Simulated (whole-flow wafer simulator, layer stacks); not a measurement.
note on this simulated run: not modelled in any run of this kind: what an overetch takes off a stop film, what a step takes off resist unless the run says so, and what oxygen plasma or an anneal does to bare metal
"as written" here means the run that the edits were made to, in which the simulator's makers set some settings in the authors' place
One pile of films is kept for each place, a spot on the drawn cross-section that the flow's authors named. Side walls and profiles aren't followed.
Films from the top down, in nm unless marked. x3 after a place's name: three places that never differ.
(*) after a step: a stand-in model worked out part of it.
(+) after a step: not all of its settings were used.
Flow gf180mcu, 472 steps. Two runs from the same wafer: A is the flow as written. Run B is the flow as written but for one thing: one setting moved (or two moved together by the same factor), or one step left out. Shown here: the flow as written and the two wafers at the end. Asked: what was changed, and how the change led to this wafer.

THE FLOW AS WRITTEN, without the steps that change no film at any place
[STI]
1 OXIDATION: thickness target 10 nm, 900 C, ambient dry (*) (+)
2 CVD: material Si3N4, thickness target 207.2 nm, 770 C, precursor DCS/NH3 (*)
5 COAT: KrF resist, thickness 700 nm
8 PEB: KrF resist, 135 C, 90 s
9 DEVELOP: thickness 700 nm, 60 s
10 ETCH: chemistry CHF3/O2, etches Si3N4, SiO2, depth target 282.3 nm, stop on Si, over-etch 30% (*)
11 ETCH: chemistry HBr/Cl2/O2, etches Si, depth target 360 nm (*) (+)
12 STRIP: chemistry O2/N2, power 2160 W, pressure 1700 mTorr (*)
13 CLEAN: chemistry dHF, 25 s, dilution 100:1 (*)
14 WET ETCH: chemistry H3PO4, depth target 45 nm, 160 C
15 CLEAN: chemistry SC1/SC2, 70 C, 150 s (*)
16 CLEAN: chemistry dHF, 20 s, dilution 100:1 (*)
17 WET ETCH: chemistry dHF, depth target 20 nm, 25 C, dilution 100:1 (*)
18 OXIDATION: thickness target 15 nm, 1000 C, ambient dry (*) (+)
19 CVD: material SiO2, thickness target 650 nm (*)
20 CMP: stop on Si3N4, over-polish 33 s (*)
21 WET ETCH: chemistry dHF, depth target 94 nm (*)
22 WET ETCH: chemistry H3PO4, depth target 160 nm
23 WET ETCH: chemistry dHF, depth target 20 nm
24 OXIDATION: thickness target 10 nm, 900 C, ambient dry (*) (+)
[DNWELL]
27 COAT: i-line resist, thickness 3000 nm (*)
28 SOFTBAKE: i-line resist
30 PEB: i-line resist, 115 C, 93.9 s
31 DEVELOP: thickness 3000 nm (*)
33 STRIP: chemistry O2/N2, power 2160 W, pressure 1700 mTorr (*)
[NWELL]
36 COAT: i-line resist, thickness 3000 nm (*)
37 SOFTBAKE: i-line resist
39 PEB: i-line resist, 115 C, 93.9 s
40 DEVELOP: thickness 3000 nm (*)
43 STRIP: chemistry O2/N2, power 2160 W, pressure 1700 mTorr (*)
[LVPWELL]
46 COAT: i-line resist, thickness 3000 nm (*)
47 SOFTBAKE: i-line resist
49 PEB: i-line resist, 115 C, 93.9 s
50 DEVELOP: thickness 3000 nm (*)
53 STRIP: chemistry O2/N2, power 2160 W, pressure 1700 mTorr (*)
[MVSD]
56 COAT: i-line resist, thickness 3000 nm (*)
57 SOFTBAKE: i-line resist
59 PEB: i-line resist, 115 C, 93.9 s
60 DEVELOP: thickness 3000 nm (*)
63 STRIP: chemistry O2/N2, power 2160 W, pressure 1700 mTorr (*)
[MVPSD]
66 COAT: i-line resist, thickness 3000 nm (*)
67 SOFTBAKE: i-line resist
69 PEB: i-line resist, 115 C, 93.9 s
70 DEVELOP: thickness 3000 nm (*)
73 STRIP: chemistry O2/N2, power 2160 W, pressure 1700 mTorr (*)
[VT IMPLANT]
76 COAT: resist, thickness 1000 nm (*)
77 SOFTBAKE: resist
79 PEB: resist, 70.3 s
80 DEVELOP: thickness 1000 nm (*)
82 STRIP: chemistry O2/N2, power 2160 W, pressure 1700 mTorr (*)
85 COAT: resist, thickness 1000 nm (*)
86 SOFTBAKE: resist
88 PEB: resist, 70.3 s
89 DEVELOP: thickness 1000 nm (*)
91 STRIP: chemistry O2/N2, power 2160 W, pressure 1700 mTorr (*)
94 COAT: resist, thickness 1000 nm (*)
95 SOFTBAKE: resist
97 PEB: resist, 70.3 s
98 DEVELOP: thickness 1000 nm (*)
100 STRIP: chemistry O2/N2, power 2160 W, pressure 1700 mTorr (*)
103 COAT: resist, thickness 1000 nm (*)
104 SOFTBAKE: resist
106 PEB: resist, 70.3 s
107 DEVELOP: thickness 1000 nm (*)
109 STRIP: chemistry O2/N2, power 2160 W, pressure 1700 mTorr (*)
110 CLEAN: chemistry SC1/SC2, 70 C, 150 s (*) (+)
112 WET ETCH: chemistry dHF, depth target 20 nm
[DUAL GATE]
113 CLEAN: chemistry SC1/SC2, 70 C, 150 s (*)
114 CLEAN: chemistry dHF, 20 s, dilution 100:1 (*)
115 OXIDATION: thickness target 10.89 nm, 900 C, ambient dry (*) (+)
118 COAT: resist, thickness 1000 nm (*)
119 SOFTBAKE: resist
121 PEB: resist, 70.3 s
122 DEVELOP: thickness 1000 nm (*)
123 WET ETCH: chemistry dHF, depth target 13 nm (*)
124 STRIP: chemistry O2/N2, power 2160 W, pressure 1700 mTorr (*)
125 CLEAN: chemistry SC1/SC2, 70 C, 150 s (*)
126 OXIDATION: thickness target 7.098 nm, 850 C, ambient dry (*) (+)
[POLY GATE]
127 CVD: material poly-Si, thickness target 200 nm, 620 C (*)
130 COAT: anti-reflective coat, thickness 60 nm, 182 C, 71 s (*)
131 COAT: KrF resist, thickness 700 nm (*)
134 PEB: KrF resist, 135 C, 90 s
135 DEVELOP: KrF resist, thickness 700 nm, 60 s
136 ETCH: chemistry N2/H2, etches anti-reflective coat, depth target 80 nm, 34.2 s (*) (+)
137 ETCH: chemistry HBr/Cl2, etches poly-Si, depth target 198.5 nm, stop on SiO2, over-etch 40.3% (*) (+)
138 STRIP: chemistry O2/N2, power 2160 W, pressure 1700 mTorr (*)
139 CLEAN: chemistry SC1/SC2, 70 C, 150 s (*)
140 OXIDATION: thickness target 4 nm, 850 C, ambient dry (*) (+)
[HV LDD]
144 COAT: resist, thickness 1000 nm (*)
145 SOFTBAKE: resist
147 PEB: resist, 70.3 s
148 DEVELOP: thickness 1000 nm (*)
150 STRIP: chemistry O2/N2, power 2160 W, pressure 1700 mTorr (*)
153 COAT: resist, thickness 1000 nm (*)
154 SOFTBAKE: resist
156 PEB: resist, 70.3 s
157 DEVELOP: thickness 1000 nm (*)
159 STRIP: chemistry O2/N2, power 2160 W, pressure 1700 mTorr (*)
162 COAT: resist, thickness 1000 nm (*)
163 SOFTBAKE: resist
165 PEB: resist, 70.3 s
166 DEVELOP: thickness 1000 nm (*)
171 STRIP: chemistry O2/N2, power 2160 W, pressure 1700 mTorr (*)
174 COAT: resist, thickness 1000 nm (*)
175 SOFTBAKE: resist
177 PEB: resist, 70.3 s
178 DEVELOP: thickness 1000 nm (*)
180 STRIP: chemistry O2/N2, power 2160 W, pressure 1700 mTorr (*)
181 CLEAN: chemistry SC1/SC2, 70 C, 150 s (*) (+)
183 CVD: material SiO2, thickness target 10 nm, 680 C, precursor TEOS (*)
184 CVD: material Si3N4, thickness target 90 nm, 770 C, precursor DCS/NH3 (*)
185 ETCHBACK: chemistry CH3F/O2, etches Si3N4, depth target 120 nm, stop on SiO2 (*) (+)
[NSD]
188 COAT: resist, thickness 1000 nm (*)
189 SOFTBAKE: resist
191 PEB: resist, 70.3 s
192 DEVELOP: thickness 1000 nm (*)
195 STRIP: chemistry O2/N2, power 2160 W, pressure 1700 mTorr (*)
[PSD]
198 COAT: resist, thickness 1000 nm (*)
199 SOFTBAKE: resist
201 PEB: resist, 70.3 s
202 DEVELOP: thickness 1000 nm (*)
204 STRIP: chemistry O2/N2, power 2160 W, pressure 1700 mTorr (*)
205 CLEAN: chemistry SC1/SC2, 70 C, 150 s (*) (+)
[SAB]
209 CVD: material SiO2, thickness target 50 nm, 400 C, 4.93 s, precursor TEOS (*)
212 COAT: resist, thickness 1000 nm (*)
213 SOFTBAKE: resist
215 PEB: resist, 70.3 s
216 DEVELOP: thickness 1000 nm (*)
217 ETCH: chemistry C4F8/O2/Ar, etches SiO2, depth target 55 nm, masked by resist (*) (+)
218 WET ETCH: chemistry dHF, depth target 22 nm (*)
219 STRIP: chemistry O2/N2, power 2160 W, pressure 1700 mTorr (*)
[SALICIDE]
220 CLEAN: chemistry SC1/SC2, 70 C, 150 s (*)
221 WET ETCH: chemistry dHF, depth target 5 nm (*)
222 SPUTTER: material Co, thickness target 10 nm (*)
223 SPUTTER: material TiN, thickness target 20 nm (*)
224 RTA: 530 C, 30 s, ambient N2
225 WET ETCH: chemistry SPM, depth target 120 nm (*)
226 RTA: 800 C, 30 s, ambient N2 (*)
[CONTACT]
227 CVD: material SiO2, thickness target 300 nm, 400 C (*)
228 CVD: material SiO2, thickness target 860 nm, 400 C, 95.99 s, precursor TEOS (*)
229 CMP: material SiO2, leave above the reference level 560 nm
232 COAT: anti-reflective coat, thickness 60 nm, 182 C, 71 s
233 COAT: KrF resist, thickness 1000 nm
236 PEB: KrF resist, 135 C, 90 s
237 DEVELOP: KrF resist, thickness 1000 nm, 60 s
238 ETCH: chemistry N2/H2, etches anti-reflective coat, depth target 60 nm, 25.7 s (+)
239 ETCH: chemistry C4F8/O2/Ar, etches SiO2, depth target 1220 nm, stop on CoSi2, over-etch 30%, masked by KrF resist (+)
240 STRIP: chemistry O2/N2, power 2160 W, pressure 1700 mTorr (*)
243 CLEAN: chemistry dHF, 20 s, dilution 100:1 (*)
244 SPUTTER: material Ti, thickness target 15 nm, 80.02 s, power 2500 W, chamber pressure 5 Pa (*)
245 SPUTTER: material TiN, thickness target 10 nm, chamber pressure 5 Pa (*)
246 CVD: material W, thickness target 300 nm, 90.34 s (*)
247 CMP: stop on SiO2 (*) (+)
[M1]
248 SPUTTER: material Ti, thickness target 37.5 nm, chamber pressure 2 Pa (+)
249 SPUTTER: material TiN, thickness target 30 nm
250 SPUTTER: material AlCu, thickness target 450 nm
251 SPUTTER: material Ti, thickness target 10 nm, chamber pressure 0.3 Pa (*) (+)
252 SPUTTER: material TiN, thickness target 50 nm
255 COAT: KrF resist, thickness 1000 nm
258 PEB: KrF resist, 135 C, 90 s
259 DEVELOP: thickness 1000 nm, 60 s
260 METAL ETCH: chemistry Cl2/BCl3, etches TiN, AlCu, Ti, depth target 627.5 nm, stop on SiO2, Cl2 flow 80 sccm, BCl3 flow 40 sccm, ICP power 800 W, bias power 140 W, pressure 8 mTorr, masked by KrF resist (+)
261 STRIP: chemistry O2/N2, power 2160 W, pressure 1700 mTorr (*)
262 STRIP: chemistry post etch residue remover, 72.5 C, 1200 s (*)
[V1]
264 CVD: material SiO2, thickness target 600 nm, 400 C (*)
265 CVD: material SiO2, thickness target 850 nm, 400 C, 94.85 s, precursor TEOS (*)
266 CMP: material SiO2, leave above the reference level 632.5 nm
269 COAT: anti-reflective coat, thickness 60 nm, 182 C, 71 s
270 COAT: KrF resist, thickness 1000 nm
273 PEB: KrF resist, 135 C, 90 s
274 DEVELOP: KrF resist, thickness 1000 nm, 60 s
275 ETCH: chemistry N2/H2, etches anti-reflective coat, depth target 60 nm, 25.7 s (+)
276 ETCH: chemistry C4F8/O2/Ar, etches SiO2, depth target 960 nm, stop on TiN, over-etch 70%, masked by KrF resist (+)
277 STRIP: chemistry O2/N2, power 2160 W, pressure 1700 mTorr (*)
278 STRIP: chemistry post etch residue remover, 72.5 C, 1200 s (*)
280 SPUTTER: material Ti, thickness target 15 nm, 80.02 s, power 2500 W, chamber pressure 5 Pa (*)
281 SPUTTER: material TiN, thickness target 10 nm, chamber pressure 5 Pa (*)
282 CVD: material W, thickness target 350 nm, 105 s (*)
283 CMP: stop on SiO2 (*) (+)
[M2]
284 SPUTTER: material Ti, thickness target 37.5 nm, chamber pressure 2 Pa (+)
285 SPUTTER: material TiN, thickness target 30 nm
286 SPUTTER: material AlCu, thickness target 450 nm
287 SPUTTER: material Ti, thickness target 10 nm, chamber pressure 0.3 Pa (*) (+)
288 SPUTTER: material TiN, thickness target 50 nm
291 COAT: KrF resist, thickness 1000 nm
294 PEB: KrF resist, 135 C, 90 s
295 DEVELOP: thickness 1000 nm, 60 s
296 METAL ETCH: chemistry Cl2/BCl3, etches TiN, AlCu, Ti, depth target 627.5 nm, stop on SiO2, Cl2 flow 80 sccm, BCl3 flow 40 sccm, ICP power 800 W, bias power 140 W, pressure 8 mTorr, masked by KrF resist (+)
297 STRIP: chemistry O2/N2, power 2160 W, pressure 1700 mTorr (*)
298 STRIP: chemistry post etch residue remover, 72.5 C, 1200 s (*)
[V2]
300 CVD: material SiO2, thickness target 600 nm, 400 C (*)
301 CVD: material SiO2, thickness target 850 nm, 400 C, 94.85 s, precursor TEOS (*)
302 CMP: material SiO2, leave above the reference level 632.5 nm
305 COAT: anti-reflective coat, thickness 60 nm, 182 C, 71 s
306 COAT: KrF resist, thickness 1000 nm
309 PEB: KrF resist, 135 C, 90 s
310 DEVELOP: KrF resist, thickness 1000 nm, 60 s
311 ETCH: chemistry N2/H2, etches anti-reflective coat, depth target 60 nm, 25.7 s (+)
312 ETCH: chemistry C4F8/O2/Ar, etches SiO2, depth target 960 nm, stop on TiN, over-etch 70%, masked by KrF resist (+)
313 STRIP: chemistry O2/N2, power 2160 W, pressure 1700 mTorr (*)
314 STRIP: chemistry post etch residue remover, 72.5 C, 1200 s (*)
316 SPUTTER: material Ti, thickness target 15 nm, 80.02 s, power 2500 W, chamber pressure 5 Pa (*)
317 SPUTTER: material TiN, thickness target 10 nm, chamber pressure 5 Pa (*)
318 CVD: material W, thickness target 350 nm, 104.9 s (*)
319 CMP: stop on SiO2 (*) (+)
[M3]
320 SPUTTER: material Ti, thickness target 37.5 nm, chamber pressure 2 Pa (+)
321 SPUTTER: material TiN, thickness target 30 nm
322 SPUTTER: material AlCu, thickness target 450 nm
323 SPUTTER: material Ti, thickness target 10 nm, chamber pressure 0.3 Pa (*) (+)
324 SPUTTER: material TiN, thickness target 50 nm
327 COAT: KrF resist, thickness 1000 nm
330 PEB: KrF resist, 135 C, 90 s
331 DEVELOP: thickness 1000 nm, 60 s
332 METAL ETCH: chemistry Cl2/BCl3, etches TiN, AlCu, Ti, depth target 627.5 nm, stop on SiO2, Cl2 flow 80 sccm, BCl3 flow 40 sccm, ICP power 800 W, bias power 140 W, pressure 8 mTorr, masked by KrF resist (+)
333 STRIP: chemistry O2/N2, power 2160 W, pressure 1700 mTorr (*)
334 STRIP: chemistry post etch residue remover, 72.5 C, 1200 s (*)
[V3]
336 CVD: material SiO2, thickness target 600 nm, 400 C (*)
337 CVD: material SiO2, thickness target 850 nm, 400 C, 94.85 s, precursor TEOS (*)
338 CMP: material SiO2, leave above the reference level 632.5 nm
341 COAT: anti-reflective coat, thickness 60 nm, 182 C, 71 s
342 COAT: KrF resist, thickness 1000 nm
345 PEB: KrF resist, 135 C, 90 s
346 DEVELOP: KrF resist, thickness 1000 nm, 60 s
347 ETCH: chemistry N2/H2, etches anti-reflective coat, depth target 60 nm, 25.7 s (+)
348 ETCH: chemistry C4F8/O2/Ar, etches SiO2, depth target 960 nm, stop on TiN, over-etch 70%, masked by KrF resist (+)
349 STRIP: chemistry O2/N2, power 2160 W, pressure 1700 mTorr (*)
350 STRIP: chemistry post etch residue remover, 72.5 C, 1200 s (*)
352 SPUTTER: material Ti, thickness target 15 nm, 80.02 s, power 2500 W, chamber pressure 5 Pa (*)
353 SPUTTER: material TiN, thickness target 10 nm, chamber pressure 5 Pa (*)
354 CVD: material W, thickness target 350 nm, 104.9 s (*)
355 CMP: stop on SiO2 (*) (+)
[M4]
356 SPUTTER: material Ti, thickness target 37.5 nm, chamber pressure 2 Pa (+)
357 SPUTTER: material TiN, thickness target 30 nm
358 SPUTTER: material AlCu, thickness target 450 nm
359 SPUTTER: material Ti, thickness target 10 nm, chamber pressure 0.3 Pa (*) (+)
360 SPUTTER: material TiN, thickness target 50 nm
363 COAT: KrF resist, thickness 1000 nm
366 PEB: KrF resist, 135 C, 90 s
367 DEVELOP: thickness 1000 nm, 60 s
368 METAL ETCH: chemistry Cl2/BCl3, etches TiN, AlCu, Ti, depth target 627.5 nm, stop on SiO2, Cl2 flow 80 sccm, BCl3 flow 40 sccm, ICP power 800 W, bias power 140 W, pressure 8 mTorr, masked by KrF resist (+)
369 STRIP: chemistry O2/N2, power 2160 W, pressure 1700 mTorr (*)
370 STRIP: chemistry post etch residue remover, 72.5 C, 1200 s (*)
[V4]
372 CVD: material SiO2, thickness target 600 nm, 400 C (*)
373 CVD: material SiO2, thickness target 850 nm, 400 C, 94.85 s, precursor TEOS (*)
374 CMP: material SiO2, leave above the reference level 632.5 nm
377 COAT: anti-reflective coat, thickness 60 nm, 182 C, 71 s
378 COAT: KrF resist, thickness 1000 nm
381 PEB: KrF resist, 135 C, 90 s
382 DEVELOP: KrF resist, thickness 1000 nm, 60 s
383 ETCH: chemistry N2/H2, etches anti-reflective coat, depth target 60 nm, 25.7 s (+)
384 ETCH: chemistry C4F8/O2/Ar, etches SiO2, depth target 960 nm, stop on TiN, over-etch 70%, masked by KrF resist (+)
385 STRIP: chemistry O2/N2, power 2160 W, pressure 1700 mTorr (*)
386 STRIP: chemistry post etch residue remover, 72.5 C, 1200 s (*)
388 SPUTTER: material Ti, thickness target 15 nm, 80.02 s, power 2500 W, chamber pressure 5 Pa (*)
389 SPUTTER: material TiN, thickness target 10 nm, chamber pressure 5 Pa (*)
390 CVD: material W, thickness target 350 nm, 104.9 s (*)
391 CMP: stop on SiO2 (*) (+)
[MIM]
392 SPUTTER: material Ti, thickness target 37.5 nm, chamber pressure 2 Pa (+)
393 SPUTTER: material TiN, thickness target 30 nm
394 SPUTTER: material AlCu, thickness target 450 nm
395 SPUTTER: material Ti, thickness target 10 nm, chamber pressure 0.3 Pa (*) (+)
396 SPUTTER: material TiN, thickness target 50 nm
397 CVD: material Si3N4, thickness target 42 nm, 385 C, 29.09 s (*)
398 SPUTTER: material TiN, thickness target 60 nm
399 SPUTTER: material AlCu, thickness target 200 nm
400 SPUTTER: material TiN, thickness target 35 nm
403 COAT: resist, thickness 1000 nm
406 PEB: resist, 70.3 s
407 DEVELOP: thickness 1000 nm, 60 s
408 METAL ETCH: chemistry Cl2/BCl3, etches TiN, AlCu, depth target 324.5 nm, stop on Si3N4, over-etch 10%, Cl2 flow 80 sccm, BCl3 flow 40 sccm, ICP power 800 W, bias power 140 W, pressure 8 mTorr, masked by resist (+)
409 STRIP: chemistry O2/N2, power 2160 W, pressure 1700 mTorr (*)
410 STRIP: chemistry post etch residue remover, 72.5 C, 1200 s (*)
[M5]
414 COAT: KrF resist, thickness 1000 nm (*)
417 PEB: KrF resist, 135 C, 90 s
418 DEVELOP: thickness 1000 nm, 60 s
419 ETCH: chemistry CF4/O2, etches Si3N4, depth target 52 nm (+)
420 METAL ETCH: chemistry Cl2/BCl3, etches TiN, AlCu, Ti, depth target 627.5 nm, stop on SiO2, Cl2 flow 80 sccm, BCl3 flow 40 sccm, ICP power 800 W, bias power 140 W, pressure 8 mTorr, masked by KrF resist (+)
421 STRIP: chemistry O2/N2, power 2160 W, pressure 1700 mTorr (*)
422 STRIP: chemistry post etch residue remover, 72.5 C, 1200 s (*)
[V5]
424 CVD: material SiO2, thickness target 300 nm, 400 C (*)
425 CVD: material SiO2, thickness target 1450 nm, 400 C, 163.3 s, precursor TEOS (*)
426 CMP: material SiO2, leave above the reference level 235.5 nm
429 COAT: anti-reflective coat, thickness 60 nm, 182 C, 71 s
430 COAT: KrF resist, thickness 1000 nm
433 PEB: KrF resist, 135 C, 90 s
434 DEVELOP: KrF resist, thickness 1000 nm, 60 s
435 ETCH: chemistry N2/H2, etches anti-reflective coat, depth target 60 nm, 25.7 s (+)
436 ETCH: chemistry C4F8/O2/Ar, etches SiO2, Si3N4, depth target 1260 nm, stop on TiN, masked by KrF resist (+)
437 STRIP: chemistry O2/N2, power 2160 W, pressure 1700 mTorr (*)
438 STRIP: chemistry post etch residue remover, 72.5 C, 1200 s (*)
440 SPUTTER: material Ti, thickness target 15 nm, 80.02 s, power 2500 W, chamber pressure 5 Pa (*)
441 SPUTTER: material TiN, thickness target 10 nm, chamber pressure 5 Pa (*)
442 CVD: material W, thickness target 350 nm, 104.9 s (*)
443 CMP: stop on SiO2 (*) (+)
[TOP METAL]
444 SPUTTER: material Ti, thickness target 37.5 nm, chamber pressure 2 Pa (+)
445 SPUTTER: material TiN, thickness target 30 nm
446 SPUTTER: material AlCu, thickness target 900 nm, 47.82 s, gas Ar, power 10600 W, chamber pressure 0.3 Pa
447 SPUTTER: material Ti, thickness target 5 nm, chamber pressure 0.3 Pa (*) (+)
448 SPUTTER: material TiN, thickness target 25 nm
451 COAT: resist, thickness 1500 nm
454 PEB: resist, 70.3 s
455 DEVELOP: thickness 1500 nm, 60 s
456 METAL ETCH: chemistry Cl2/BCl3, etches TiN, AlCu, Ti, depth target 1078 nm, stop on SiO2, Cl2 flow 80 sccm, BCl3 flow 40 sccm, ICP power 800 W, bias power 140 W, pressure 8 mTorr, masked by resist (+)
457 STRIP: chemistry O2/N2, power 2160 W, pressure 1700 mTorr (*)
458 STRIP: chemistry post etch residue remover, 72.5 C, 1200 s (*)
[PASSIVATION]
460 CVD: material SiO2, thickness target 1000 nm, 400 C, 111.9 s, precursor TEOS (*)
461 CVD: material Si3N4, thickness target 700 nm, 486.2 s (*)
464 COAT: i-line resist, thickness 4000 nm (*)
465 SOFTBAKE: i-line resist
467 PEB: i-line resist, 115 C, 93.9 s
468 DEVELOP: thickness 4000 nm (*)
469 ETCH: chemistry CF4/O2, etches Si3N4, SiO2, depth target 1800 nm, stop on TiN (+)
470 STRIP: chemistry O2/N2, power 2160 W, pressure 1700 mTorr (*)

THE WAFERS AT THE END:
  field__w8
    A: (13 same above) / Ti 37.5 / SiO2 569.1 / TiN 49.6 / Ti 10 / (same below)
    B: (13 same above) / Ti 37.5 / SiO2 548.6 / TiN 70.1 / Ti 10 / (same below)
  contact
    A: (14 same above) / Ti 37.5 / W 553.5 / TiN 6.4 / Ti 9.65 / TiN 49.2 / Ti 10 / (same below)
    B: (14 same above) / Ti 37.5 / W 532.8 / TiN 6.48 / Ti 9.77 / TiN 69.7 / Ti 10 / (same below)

The cause: step 360, SPUTTER: thickness target 70.5 nm was run, where the flow has thickness target 50 nm.

How the change led to this, step by step:
  360 SPUTTER: material TiN, thickness target 50 nm
      field, field__w1, field__w2 and 108 more: A TiN +50 (new film) | B TiN +70.5 (new film)
  368 METAL ETCH: chemistry Cl2/BCl3, etches TiN, AlCu, Ti, depth target 627.5 nm, stop on SiO2, Cl2 flow 80 sccm, BCl3 flow 40 sccm, ICP power 800 W, bias power 140 W, pressure 8 mTorr, masked by KrF resist (+)
      field, field__w1, field__w2 and 103 more: A TiN -50 (all of it), Ti -10 (all of it), AlCu -450 (all of it), TiN -30 (all of it), Ti -37.5 (all of it) | B TiN -70.5 (all of it), Ti -10 (all of it), AlCu -450 (all of it), TiN -30 (all of it), Ti -37.5 (all of it)
  374 CMP: material SiO2, leave above the reference level 632.5 nm
      field__w8, contact, m1, m1__w1, m1_nw: A SiO2 -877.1 | B SiO2 -897.6
  384 ETCH: chemistry C4F8/O2/Ar, etches SiO2, depth target 960 nm, stop on TiN, over-etch 70%, masked by KrF resist (+)
      field, field__w1, field__w2 and 107 more: A KrF resist -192 | B KrF resist -187.7
      contact: A SiO2 -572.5 (all of it) | B SiO2 -552 (all of it)
  390 CVD: material W, thickness target 350 nm, 104.9 s (*)
      contact: A W +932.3 (new film) | B W +911.6 (new film)
